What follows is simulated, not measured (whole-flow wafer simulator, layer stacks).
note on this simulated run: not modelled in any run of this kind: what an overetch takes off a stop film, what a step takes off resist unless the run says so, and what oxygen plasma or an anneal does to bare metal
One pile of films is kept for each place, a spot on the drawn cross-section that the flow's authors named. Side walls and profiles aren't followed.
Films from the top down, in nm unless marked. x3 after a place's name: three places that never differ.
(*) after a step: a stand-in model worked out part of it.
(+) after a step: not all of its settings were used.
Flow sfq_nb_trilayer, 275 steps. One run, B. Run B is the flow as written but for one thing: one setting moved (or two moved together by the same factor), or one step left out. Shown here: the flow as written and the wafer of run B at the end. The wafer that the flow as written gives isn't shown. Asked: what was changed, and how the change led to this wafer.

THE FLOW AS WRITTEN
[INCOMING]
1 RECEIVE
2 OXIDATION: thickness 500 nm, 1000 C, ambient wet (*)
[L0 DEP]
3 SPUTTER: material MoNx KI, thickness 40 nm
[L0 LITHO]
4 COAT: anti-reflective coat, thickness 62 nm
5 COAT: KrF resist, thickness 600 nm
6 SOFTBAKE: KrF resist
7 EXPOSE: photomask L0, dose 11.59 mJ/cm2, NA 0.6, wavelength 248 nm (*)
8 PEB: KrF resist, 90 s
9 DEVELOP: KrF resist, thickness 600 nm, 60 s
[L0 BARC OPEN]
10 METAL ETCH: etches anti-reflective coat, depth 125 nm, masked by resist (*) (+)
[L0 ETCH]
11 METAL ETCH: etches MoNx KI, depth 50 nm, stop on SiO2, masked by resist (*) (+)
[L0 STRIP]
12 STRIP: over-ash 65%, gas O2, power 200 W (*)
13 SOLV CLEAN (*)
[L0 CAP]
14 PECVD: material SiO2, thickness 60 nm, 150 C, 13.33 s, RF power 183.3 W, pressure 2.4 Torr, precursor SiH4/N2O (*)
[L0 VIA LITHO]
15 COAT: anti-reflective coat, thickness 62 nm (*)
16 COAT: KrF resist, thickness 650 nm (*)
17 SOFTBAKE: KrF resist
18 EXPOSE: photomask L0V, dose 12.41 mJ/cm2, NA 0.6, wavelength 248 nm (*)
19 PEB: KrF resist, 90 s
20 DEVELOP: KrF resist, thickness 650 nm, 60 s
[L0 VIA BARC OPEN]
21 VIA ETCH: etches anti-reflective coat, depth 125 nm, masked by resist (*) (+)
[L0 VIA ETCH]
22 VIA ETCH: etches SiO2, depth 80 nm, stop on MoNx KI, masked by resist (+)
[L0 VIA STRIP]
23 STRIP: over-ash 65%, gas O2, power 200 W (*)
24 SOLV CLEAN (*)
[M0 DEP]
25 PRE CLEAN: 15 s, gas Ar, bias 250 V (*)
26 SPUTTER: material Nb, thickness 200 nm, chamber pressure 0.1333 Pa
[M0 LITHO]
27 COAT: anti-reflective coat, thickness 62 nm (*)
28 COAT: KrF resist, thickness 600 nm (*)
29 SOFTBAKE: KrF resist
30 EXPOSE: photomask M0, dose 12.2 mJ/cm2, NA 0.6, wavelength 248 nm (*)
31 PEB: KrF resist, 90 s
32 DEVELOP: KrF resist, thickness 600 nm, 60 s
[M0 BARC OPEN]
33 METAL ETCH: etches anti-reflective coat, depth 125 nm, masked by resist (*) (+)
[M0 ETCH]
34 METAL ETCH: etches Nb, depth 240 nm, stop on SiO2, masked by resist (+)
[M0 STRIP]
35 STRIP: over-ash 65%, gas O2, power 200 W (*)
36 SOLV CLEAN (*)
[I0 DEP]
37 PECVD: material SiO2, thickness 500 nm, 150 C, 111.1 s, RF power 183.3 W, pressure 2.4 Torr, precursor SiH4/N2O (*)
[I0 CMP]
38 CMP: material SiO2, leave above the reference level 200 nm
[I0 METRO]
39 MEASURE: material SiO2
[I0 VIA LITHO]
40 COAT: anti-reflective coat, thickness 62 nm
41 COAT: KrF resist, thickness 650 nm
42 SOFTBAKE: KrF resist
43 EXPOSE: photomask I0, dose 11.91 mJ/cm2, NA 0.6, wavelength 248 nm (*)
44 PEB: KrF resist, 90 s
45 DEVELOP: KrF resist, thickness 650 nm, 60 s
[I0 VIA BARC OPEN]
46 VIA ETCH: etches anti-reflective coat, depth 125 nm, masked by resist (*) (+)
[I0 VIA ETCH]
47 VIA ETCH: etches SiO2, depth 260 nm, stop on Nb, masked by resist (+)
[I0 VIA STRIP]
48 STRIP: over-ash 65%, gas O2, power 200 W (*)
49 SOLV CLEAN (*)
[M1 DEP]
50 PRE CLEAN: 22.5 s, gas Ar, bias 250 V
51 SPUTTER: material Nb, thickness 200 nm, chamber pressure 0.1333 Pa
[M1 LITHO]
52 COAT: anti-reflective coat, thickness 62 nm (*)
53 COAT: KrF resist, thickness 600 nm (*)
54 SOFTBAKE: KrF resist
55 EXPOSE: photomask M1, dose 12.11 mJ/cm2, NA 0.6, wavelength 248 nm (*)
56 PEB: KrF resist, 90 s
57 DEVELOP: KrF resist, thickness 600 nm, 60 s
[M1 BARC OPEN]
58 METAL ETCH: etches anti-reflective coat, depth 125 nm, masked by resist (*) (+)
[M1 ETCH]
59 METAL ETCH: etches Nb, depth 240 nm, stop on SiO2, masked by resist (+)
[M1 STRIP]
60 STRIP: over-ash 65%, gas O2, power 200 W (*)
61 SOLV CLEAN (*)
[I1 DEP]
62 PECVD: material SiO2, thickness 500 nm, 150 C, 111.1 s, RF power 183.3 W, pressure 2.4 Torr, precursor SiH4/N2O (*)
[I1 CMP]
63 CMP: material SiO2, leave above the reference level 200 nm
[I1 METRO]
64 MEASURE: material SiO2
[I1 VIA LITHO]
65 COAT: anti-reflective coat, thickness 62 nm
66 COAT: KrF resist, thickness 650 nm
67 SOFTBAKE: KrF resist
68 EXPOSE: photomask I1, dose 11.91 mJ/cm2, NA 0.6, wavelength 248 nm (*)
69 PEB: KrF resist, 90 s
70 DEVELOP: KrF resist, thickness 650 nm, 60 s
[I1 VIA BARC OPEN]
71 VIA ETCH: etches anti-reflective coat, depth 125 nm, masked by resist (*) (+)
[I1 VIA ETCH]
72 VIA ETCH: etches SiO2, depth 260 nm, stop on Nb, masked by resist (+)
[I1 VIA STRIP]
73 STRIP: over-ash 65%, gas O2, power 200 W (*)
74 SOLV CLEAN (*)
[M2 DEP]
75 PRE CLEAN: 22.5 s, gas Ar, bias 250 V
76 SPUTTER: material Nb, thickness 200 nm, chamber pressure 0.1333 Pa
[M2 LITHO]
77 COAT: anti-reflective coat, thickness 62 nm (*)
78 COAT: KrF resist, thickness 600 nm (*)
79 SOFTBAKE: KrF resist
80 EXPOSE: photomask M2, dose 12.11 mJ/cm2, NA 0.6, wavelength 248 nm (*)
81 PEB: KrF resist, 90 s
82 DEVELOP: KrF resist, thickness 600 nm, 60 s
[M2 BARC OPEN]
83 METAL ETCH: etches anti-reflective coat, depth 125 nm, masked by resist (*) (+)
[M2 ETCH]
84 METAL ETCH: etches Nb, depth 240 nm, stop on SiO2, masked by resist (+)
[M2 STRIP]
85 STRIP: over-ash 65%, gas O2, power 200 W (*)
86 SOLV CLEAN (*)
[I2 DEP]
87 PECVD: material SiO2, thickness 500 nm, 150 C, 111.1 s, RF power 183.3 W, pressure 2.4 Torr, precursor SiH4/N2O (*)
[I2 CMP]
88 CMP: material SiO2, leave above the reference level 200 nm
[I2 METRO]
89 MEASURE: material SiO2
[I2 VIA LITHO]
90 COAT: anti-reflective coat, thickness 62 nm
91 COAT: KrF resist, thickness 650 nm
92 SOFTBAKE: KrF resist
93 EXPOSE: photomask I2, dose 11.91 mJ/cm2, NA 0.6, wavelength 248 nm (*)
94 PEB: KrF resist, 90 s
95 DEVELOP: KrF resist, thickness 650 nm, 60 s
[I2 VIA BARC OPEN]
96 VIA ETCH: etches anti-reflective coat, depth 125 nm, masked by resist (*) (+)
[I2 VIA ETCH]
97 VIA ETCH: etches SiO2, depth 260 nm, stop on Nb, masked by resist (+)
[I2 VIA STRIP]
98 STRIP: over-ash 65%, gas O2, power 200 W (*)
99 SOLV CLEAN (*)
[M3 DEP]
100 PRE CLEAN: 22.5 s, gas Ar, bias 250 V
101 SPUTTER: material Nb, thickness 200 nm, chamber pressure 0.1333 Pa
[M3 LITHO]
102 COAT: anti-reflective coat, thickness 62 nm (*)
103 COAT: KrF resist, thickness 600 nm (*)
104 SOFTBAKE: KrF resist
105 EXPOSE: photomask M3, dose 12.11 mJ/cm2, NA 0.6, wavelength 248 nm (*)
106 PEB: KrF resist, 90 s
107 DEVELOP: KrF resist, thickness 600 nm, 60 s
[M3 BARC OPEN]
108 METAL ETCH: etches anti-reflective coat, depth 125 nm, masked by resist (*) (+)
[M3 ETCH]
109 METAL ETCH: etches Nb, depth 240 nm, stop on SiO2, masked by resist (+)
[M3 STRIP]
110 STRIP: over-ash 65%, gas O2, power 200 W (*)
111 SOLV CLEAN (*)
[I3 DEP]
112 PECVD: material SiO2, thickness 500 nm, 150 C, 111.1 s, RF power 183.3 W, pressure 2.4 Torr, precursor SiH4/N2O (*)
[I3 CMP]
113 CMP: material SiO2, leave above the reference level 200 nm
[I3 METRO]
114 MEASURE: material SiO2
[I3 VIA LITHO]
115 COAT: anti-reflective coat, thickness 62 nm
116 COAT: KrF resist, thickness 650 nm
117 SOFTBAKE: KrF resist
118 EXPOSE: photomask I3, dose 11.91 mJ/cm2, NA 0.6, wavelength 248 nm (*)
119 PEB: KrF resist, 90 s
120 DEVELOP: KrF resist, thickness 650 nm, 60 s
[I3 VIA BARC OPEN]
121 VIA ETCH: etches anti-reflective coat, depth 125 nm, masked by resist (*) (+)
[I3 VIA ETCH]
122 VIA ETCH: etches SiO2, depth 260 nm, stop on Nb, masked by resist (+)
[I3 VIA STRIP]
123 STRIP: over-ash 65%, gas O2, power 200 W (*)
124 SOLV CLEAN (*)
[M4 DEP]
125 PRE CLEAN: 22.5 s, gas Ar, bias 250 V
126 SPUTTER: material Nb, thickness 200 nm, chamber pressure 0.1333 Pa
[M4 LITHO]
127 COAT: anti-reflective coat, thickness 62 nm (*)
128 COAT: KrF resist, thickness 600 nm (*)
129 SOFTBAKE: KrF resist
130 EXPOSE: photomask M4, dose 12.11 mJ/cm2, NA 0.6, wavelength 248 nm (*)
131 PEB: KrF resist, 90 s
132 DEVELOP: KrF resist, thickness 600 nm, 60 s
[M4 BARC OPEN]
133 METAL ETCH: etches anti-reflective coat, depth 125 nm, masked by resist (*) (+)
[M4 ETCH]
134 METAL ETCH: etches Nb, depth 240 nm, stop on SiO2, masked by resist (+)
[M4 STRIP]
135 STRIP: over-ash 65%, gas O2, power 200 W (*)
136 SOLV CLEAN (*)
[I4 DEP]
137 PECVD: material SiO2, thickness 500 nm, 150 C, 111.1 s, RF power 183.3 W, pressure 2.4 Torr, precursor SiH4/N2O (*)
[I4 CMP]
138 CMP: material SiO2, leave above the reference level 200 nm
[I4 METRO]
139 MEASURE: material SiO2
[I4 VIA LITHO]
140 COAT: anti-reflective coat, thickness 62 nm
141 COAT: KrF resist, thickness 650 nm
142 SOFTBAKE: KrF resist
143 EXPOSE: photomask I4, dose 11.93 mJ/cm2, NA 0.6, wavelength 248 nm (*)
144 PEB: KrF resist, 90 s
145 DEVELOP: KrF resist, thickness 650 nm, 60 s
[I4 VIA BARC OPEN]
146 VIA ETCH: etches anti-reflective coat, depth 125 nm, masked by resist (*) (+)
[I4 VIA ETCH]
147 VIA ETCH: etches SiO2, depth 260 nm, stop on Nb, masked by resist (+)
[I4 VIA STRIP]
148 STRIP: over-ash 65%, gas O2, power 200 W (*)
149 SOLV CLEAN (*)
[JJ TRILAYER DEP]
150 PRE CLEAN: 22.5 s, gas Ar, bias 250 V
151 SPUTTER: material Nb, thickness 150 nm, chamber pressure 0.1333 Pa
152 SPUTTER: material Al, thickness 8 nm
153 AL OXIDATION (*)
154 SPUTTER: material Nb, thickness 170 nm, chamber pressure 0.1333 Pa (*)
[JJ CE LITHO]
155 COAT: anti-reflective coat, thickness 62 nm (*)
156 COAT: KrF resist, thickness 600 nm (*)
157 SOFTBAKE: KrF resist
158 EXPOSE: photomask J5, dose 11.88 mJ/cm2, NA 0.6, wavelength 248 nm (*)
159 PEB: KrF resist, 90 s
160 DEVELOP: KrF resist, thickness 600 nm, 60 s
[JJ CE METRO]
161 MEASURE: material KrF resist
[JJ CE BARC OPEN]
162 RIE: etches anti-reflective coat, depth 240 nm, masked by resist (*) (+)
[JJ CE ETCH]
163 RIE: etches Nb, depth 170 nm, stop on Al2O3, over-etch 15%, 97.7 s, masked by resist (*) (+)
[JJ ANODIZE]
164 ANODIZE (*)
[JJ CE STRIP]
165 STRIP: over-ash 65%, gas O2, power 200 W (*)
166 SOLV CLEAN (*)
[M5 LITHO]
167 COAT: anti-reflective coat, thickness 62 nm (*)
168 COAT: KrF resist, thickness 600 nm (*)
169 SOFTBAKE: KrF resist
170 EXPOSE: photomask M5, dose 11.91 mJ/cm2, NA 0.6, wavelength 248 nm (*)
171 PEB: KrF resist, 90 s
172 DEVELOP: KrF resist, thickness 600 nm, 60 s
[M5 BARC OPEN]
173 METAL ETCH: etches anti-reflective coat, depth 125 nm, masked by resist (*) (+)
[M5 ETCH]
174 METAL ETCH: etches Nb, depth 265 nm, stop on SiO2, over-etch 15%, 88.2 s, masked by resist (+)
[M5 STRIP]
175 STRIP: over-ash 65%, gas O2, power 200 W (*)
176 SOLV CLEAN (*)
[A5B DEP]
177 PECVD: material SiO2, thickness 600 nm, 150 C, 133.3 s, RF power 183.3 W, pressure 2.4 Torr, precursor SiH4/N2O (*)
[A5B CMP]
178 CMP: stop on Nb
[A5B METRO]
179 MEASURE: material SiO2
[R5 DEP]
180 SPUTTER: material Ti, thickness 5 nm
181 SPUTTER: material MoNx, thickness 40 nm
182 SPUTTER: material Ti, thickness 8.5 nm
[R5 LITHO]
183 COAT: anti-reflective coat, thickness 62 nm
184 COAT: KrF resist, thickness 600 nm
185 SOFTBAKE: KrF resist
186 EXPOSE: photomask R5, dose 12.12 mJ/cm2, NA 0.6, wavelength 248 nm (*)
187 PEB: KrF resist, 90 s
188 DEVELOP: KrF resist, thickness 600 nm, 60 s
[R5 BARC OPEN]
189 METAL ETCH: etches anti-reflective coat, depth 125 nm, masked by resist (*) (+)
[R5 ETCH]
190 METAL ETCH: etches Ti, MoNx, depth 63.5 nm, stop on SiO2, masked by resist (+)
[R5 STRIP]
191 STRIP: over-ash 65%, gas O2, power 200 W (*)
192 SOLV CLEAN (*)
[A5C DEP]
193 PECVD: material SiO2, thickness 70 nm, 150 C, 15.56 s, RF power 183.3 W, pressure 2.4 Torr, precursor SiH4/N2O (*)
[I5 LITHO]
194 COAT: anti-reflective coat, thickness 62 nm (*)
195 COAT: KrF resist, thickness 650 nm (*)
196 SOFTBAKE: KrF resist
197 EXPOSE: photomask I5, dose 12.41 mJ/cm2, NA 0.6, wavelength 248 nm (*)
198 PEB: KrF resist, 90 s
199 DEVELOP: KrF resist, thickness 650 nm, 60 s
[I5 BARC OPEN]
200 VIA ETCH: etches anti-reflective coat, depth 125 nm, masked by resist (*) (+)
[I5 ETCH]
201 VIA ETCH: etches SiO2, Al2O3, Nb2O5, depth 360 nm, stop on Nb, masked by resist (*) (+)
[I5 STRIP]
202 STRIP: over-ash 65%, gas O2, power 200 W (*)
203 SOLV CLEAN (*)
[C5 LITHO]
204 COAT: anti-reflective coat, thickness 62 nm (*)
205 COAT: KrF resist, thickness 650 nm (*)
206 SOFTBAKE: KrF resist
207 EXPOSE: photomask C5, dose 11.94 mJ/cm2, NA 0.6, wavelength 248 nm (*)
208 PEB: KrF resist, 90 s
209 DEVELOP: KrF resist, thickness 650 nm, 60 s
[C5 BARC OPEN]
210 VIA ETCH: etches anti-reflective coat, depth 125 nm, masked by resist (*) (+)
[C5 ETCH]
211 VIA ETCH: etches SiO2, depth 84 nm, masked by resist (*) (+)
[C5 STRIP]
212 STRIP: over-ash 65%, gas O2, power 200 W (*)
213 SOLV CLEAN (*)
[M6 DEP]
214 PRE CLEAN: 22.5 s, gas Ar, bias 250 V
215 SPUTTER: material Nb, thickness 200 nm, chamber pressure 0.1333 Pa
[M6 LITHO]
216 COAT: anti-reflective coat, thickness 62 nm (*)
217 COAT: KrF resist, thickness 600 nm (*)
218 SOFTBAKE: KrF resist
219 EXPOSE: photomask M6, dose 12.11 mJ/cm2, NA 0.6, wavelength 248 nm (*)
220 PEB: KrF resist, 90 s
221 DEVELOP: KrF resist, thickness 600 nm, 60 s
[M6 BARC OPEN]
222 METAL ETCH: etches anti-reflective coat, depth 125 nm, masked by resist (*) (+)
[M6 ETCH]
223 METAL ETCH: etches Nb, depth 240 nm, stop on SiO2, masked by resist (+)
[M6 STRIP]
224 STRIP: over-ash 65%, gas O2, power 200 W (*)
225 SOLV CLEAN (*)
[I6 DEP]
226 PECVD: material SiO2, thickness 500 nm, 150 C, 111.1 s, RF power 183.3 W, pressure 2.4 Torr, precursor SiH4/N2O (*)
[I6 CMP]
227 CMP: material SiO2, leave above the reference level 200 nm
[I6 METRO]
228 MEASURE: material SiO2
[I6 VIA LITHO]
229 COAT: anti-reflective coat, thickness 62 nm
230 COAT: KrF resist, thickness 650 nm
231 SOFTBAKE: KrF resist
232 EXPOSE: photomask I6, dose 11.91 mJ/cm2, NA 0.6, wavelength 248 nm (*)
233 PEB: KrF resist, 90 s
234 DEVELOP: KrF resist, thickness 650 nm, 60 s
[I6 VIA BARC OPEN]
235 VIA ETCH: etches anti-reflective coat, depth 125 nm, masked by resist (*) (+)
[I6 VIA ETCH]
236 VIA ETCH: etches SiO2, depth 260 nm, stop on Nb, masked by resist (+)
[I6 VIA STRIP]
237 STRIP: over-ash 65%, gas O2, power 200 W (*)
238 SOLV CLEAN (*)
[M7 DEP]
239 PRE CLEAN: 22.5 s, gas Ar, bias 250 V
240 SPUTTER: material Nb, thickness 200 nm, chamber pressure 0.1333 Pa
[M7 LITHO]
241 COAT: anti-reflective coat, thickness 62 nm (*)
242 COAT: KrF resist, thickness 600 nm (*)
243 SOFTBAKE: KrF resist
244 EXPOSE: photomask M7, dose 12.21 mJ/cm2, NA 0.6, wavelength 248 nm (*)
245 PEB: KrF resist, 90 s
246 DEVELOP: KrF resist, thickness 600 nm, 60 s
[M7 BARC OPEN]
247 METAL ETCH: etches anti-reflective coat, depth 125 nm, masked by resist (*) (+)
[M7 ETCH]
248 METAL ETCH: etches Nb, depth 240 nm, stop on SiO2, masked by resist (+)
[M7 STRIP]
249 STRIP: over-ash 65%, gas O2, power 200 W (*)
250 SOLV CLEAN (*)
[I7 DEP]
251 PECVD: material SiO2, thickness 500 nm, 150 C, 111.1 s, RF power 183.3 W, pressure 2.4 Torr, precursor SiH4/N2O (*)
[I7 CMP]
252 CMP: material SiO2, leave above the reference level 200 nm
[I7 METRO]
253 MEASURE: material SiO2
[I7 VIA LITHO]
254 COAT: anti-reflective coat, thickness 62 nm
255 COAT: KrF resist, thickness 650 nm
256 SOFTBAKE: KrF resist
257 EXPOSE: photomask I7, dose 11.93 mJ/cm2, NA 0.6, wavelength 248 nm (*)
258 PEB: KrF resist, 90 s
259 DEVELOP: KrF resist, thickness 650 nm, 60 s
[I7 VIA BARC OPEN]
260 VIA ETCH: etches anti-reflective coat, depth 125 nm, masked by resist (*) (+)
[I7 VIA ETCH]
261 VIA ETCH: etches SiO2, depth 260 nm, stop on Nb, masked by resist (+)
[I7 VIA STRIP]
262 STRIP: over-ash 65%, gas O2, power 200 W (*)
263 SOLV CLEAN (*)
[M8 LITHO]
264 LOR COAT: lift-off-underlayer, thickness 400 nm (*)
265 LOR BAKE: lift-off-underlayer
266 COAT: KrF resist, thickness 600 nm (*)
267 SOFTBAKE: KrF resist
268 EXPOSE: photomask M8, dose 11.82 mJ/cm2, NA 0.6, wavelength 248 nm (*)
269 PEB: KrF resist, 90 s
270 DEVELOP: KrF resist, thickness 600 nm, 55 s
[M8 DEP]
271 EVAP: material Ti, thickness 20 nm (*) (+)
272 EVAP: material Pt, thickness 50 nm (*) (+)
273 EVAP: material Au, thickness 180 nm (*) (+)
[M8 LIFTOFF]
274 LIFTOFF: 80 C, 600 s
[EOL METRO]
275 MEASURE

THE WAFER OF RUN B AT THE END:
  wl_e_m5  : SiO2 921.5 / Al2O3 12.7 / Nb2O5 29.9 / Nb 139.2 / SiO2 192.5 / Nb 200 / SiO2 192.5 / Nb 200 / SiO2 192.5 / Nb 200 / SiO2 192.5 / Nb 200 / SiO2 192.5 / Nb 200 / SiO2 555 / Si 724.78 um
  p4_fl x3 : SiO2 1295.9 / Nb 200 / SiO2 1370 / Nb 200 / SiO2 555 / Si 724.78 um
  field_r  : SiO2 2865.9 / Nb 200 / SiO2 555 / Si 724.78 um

The cause: step 215, SPUTTER: thickness 120 nm was run, where the flow has thickness 200 nm.

How the change led to this, step by step:
  215 SPUTTER: material Nb, thickness 200 nm, chamber pressure 0.1333 Pa
      field_l, v_sur, via_wl and 100 more: Nb +120 (new film) (as written it would be: Nb +200 (new film))
      be: Nb +88.8 (as written it would be: Nb +147.3)
      (and at 2 more places)
  216 COAT: anti-reflective coat, thickness 62 nm (*)
      be: anti-reflective coat +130 (new film) (as written it would be: anti-reflective coat +136.7 (new film))
      be_sur: anti-reflective coat +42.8 (new film) (as written it would be: anti-reflective coat +43.8 (new film))
      (and at 1 more place)
  223 METAL ETCH: etches Nb, depth 240 nm, stop on SiO2, masked by resist (+)
      field_l, gap, moat and 76 more: Nb -120 (all of it) (as written it would be: Nb -200 (all of it))
      v_sur, via_wl, via_w and 24 more: KrF resist -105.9 (as written it would be: KrF resist -141.2)
  224 STRIP: over-ash 65%, gas O2, power 200 W (*)
      wl_j_sl, wl_j_sr: KrF resist -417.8 (all of it), anti-reflective coat -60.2 (all of it) (as written it would be: KrF resist -382.5 (all of it), anti-reflective coat -60.2 (all of it))
      wl_c_m6, wl_f_m6: KrF resist -417.6 (all of it), anti-reflective coat -62 (all of it) (as written it would be: KrF resist -382.3 (all of it), anti-reflective coat -62 (all of it))
      (and at 23 more places)
  226 PECVD: material SiO2, thickness 500 nm, 150 C, 111.1 s, RF power 183.3 W, pressure 2.4 Torr, precursor SiH4/N2O (*)
      gap, wl_a_sl, m6r_space_l x2: SiO2 +500 (as written it would be: SiO2 +557.1)
      be: SiO2 +662.9 (new film) (as written it would be: SiO2 +693.5 (new film))
  227 CMP: material SiO2, leave above the reference level 200 nm
      field_l, p4_fl x3, p4_w1 x9 and 49 more: SiO2 -180 (as written it would be: SiO2 -100)
      moat, field_r, lsp_l, ln_m5, lsp_m: SiO2 -180 (as written it would be: SiO2 -93.6)
      (and at 13 more places)
